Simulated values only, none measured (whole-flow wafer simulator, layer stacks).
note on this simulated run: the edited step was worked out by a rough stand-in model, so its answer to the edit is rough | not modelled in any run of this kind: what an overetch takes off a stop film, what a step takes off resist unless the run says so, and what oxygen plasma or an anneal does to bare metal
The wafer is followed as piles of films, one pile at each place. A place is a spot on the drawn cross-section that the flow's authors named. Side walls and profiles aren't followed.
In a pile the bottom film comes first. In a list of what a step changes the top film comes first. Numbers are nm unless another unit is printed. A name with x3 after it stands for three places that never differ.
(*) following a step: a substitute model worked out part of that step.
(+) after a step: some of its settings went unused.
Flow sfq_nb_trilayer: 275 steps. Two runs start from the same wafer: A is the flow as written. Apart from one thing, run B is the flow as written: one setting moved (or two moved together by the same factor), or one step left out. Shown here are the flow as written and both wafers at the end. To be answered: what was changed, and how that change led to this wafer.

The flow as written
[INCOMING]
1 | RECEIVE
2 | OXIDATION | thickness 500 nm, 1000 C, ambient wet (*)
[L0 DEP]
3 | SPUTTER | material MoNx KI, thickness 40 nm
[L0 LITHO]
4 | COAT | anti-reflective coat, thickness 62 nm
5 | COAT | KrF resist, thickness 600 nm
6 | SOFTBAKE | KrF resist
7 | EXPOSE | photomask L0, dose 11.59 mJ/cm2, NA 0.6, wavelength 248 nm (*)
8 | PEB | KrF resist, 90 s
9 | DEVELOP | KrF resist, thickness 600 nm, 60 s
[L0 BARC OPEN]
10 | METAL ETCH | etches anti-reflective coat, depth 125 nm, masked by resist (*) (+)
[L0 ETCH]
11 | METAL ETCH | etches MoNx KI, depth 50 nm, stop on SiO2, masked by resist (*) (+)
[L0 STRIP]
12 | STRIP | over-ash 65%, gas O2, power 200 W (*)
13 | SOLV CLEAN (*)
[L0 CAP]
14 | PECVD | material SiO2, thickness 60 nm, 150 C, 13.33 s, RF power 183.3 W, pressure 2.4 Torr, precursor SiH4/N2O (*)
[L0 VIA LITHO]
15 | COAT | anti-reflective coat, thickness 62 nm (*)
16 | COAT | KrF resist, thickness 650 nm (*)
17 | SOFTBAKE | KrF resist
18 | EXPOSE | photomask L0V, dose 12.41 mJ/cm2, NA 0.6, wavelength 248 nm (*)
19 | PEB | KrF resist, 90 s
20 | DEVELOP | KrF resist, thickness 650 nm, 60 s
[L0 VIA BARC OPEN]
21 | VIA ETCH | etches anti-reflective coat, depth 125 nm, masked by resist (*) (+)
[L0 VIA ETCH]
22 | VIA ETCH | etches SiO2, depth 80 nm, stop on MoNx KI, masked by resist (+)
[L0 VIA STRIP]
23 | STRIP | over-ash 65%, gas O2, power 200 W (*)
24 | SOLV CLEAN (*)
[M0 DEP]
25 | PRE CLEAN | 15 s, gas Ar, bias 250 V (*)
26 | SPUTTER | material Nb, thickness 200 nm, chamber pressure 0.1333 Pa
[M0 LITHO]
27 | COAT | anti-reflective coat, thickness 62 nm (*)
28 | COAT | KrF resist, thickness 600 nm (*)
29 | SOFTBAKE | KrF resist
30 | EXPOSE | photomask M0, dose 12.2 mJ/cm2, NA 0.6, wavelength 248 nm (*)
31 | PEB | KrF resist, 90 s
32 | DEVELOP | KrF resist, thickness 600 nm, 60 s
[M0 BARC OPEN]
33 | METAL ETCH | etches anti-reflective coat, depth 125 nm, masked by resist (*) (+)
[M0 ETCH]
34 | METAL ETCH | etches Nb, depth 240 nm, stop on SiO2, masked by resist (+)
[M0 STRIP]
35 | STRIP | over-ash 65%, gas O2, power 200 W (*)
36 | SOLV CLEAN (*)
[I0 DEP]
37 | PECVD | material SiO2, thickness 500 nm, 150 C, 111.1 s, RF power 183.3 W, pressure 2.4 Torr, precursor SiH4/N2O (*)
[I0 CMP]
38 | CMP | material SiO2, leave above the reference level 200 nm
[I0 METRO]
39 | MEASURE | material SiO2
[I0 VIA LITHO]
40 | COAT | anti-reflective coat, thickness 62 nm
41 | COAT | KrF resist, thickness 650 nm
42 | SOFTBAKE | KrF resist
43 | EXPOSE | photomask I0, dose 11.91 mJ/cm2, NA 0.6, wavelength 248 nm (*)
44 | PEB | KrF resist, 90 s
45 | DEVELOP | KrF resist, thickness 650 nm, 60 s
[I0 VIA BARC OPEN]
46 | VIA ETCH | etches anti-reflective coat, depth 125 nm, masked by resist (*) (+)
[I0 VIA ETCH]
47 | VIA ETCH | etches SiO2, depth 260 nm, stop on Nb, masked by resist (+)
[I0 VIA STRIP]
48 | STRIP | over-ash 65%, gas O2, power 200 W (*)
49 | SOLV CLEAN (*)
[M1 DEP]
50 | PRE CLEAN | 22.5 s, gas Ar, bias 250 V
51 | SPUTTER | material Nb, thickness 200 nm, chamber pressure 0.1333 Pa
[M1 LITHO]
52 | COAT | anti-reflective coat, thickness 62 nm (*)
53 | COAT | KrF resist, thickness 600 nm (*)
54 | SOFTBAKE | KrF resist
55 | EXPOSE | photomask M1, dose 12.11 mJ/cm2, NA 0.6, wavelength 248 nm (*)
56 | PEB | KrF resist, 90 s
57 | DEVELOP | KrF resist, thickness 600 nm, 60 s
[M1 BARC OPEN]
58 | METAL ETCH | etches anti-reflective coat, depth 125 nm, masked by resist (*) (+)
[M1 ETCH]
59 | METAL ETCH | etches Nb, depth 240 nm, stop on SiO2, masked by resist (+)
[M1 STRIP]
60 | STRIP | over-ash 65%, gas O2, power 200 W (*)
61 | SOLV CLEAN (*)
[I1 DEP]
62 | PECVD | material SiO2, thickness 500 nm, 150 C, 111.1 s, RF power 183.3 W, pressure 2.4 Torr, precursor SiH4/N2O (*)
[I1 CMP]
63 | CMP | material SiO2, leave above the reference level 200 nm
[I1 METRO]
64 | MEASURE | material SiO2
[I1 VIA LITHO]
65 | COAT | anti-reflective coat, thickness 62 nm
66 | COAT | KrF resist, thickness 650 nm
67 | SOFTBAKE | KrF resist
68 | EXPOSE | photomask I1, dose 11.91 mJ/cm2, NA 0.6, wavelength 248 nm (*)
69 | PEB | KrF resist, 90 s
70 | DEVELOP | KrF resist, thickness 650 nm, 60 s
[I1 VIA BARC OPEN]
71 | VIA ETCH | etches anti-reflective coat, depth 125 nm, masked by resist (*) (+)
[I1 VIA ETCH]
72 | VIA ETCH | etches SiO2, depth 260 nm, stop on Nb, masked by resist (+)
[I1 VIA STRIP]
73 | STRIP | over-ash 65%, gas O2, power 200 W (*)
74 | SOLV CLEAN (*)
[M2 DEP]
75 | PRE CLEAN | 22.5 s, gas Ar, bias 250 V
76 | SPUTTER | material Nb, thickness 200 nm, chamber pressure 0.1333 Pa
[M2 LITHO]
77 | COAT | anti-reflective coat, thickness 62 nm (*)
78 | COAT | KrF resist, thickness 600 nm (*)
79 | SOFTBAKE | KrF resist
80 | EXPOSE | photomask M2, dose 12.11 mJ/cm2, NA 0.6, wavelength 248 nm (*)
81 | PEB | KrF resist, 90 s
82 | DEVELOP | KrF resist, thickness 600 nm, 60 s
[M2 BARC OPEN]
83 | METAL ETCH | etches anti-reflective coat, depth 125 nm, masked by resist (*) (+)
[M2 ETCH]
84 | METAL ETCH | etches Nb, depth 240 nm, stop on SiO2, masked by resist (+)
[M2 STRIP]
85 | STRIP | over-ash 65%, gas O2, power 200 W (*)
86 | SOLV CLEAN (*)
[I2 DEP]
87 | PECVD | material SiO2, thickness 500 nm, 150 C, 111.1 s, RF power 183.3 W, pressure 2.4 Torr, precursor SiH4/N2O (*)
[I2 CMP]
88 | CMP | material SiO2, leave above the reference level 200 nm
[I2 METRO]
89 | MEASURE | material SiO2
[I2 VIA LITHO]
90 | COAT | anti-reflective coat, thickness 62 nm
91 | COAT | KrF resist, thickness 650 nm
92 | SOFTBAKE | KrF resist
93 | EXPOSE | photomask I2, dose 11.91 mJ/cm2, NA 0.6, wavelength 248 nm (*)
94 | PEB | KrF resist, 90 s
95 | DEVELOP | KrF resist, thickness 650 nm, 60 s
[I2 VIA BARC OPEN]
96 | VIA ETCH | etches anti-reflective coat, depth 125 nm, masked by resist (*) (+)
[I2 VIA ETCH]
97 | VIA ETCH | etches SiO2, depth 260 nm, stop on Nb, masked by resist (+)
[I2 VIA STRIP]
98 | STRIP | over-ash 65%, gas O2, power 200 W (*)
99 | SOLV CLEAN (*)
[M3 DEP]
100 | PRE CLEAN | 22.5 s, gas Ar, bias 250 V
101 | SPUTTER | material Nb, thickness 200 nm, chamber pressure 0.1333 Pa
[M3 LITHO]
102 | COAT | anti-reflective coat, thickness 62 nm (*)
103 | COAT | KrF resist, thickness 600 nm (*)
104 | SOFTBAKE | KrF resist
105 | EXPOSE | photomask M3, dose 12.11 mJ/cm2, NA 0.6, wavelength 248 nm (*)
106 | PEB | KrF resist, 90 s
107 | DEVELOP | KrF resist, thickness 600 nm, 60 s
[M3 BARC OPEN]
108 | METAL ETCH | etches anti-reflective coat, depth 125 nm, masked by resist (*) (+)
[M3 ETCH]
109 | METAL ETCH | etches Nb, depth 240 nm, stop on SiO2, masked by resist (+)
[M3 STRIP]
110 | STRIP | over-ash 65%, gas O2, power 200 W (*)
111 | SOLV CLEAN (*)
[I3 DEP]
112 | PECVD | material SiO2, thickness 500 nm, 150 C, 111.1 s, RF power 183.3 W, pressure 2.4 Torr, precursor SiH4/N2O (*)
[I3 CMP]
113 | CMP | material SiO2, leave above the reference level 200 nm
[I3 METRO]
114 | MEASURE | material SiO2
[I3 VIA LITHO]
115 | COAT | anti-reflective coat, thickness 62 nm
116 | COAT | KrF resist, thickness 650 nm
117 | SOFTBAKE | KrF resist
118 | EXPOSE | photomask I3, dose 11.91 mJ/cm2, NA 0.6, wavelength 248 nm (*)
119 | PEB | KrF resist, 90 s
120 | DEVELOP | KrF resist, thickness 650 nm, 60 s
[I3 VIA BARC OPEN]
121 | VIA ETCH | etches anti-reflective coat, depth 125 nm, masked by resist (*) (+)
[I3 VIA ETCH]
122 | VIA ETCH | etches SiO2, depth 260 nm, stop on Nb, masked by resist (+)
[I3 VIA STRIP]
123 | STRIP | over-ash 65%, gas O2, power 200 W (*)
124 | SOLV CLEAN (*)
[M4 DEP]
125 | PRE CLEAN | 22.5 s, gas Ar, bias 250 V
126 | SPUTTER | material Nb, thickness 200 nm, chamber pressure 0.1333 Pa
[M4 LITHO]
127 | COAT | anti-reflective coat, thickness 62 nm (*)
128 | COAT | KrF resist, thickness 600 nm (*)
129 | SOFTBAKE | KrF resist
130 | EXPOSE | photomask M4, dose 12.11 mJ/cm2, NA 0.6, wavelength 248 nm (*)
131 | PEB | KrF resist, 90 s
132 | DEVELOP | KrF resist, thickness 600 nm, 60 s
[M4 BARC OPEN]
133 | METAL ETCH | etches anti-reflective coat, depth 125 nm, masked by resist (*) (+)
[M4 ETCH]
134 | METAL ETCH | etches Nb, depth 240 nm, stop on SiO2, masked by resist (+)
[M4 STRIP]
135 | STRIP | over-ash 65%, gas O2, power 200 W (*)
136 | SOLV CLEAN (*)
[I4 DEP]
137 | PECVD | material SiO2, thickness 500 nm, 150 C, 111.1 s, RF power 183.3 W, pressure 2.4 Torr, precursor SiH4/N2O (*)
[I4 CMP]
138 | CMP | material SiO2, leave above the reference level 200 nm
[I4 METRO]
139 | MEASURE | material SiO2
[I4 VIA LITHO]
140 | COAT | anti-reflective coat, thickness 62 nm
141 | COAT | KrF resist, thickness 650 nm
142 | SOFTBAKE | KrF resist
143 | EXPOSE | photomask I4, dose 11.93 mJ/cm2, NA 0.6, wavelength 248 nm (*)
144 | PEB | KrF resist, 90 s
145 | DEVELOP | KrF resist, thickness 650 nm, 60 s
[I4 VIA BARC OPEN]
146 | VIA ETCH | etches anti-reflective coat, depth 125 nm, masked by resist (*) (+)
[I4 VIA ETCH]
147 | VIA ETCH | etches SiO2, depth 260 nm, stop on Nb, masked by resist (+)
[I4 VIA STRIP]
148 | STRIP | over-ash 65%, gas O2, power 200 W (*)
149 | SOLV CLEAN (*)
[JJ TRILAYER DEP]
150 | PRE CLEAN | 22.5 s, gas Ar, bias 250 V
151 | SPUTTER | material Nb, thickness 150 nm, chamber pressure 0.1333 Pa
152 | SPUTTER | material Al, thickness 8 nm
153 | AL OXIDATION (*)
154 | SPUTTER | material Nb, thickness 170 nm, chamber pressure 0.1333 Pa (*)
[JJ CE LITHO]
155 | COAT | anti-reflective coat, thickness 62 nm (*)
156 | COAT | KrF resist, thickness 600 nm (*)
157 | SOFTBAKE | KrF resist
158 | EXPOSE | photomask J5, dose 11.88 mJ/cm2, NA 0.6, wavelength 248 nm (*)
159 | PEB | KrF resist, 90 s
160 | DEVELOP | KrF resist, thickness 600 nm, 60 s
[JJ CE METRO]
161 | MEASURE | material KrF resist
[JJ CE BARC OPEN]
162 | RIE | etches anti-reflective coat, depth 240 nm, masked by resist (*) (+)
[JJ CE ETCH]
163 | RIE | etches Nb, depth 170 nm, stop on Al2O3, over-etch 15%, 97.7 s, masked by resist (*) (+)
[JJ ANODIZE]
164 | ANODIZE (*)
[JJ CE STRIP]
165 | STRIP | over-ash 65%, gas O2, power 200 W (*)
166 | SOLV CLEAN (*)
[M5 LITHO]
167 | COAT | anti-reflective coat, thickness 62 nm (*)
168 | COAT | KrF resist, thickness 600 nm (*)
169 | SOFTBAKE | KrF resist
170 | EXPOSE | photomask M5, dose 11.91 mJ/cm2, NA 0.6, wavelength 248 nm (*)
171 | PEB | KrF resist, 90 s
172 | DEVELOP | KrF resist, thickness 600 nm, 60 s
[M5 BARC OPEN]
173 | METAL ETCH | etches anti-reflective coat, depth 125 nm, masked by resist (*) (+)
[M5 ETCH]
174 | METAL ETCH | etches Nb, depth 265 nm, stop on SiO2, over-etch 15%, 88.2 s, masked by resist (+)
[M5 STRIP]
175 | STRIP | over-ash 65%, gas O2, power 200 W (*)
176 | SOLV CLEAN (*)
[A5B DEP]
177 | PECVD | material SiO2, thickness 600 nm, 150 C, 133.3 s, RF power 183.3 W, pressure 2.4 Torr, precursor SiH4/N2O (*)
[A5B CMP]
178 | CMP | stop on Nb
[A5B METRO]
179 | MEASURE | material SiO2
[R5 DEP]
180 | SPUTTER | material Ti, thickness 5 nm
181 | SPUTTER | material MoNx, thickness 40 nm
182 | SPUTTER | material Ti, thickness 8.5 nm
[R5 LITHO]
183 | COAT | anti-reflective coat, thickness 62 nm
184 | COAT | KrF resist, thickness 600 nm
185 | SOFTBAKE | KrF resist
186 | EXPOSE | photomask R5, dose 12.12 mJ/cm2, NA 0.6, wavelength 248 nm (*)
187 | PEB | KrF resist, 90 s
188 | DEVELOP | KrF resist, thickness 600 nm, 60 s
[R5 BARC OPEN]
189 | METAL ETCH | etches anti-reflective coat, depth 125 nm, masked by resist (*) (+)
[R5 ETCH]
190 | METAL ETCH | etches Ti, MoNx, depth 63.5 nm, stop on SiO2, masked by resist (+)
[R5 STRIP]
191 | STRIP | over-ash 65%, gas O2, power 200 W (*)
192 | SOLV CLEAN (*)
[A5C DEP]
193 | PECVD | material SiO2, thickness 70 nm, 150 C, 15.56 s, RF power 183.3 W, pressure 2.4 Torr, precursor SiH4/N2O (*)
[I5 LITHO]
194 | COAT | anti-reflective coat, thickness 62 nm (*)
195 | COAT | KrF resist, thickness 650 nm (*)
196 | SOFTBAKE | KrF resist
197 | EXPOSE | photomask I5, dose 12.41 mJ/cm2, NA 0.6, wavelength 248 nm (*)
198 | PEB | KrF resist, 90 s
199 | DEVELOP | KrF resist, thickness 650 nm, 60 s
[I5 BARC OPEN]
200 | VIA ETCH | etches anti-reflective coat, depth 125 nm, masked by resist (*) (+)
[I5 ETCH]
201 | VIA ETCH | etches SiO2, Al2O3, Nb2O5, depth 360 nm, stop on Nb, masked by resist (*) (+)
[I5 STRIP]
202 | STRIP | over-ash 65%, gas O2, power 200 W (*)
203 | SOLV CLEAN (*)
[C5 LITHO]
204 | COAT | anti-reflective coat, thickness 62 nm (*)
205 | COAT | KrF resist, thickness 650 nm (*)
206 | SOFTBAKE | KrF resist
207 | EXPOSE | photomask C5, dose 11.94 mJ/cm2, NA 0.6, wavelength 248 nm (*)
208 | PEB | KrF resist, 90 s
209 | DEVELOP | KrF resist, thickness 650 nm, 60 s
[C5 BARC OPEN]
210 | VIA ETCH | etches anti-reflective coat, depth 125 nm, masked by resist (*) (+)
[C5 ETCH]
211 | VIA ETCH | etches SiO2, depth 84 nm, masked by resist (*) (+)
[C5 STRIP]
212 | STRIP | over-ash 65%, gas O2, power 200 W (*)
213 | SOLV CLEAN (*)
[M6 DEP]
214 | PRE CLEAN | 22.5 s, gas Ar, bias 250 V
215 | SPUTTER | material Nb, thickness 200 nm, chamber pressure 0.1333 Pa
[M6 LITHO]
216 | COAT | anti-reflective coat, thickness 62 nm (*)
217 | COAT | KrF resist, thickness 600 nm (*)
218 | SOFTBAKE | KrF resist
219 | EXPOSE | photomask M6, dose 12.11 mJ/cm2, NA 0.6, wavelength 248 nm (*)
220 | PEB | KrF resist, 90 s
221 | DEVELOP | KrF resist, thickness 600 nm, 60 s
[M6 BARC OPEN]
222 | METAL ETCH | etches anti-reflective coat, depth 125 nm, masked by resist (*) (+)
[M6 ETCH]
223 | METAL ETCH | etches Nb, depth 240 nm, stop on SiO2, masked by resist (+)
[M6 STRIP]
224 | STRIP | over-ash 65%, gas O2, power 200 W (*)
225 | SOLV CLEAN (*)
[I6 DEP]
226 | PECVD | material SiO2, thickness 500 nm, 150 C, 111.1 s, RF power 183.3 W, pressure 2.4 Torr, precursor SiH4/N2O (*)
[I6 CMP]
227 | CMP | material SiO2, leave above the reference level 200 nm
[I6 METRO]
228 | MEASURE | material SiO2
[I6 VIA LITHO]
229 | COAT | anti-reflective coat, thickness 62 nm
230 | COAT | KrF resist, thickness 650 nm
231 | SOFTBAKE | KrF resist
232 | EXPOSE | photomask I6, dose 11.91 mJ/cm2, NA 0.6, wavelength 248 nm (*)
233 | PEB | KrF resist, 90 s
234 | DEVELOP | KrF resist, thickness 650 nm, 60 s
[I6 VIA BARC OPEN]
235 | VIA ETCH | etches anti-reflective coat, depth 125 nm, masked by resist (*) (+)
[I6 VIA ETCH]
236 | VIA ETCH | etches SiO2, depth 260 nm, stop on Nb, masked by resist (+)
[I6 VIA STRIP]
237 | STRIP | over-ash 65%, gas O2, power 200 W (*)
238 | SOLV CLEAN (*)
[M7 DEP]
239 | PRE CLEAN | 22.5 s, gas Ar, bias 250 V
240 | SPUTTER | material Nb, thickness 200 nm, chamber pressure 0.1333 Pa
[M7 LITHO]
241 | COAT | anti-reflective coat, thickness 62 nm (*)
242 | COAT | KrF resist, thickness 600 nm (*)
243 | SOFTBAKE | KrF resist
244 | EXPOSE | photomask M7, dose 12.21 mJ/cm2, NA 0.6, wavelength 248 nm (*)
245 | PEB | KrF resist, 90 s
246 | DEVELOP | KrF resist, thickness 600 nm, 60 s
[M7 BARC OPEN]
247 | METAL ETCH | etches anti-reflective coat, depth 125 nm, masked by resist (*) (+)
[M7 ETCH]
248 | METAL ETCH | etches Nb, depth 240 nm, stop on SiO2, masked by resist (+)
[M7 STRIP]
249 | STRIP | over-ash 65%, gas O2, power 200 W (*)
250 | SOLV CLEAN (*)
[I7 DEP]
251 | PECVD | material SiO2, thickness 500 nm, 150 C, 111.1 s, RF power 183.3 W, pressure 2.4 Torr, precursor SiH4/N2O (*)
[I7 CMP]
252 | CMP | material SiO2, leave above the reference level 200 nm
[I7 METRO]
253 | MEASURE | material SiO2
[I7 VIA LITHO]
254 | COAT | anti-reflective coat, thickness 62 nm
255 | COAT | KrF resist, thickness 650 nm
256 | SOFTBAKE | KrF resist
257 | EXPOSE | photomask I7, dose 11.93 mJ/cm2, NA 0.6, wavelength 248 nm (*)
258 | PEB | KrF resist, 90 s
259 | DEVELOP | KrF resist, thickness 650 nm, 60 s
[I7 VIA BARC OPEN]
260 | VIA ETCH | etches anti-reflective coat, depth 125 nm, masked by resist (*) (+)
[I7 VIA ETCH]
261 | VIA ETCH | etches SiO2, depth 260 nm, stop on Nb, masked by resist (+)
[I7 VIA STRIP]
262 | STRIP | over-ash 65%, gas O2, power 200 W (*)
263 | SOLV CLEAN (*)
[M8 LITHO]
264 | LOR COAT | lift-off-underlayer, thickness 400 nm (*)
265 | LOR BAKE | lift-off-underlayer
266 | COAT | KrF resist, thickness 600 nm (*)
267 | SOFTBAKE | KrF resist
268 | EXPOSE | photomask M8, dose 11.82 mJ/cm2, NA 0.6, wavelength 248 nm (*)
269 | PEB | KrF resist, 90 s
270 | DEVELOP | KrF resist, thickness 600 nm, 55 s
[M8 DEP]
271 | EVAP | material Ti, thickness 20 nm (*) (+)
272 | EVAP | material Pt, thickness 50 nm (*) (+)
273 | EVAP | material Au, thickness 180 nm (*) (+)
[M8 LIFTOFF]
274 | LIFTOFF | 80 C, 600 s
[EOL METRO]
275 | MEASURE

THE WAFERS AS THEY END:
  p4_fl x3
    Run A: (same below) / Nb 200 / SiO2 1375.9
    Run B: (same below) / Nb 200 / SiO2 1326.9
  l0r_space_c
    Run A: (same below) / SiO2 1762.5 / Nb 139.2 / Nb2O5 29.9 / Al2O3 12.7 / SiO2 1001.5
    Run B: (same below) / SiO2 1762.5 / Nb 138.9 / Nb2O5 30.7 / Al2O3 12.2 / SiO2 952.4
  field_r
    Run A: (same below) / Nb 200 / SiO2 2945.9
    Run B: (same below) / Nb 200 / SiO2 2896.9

What caused this: step 154, SPUTTER: thickness 121 nm was run, while the flow as written has thickness 170 nm.

The path from the change to this, step by step:
  154 | SPUTTER | material Nb, thickness 170 nm, chamber pressure 0.1333 Pa (*)
      field_l, v_sur, via_sp and 100 more: A +170 Nb (new film) | B +121 Nb (new film)
      via_wl, via_wr: A +140.7 Nb (new film) | B +100 Nb (new film)
      (also at 1 further place)
  155 | COAT | anti-reflective coat, thickness 62 nm (*)
      via_wl, via_wr: A +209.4 anti-reflective coat (new film) | B +197.1 anti-reflective coat (new film)
      via_w: A +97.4 anti-reflective coat (new film) | B +93.6 anti-reflective coat (new film)
  162 | RIE | etches anti-reflective coat, depth 240 nm, masked by resist (*) (+)
      ce_l, c5j, ce_r, wl_jj: A -209.4 KrF resist | B -197.1 KrF resist
      via_wl, via_wr: A -209.4 anti-reflective coat (all of it) | B -197.1 anti-reflective coat (all of it)
      (also at 1 further place)
  163 | RIE | etches Nb, depth 170 nm, stop on Al2O3, over-etch 15%, 97.7 s, masked by resist (*) (+)
      field_l, v_sur, via_sp and 96 more: A -170 Nb (all of it), -0.51 Al2O3 | B -121 Nb (all of it), -0.96 Al2O3 (all of it)
      via_wl, via_wr: A -140.7 Nb (all of it), -0.96 Al2O3 (all of it) | B -100 Nb (all of it), -0.96 Al2O3 (all of it)
      (also at 1 further place)
  164 | ANODIZE (*)
      field_l, v_sur, via_sp and 96 more: A +12.2 Al2O3, +29.9 Nb2O5 (new film), -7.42 Al (all of it), -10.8 Nb | B +12.2 Al2O3 (new film), +30.7 Nb2O5 (new film), -7.42 Al (all of it), -11.1 Nb
  165 | STRIP | over-ash 65%, gas O2, power 200 W (*)
      c5j, ce_r: A -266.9 KrF resist (all of it), -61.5 anti-reflective coat (all of it) | B -279.2 KrF resist (all of it), -61.5 anti-reflective coat (all of it)
      ce_l: A -266.8 KrF resist (all of it), -61.4 anti-reflective coat (all of it) | B -279.1 KrF resist (all of it), -61.4 anti-reflective coat (all of it)
      (also at 1 further place)
  167 | COAT | anti-reflective coat, thickness 62 nm (*)
      wl_j_sl, wl_j_sr: A +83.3 anti-reflective coat (new film) | B +77 anti-reflective coat (new film)
      gap: A +58.9 anti-reflective coat (new film) | B +60.4 anti-reflective coat (new film)
      (also at 8 further places)
  168 | COAT | KrF resist, thickness 600 nm (*)
      ce_l: A +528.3 KrF resist (new film) | B +557.7 KrF resist (new film)
      c5j: A +507.6 KrF resist (new film) | B +538.9 KrF resist (new film)
      (also at 2 further places)
  173 | METAL ETCH | etches anti-reflective coat, depth 125 nm, masked by resist (*) (+)
      wl_a_sl: A -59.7 anti-reflective coat (all of it), -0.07 Al2O3 | B -61.2 anti-reflective coat (all of it)
  174 | METAL ETCH | etches Nb, depth 265 nm, stop on SiO2, over-etch 15%, 88.2 s, masked by resist (+)
      field_l, r_sur, res and 50 more: A -12.6 Al2O3 (all of it), -29.9 Nb2O5 (all of it), -139.2 Nb (all of it), -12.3 SiO2 | B -12.2 Al2O3 (all of it), -30.7 Nb2O5 (all of it), -138.9 Nb (all of it), -12.3 SiO2
  175 | STRIP | over-ash 65%, gas O2, power 200 W (*)
      gap: A -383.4 KrF resist (all of it), -58.9 anti-reflective coat (all of it) | B -377.6 KrF resist (all of it), -60.4 anti-reflective coat (all of it)
      jj_sur: A -374.7 KrF resist (all of it), -82.6 anti-reflective coat (all of it) | B -371.5 KrF resist (all of it), -76.1 anti-reflective coat (all of it)
      (also at 8 further places)
  178 | CMP | stop on Nb
      v_sur, via_sp, via_v and 43 more: A -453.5 SiO2 | B -502.6 SiO2
      field_l, p4_fl x3, p4_w1 x3 and 35 more: A -259.3 SiO2 | B -308.3 SiO2
      (also at 14 further places)
  201 | VIA ETCH | etches SiO2, Al2O3, Nb2O5, depth 360 nm, stop on Nb, masked by resist (*) (+)
      be: A -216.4 SiO2 (all of it), -12.7 Al2O3 (all of it), -29.9 Nb2O5 (all of it) | B -167.3 SiO2 (all of it), -12.2 Al2O3 (all of it), -30.7 Nb2O5 (all of it)
  204 | COAT | anti-reflective coat, thickness 62 nm (*)
      wire: A +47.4 anti-reflective coat (new film) | B +48.9 anti-reflective coat (new film)
      be: A +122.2 anti-reflective coat (new film) | B +114.9 anti-reflective coat (new film)
      (also at 1 further place)
  205 | COAT | KrF resist, thickness 650 nm (*)
      be: A +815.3 KrF resist (new film) | B +780.5 KrF resist (new film)
  212 | STRIP | over-ash 65%, gas O2, power 200 W (*)
      wire: A -555.8 KrF resist (all of it), -47.4 anti-reflective coat (all of it) | B -558.5 KrF resist (all of it), -48.9 anti-reflective coat (all of it)
      be: A -728.2 KrF resist (all of it), -122.2 anti-reflective coat (all of it) | B -693.4 KrF resist (all of it), -114.9 anti-reflective coat (all of it)
      (also at 1 further place)
  ... 4 other steps ...
  226 | PECVD | material SiO2, thickness 500 nm, 150 C, 111.1 s, RF power 183.3 W, pressure 2.4 Torr, precursor SiH4/N2O (*)
      be: A +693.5 SiO2 (new film) | B +633.5 SiO2 (new film)
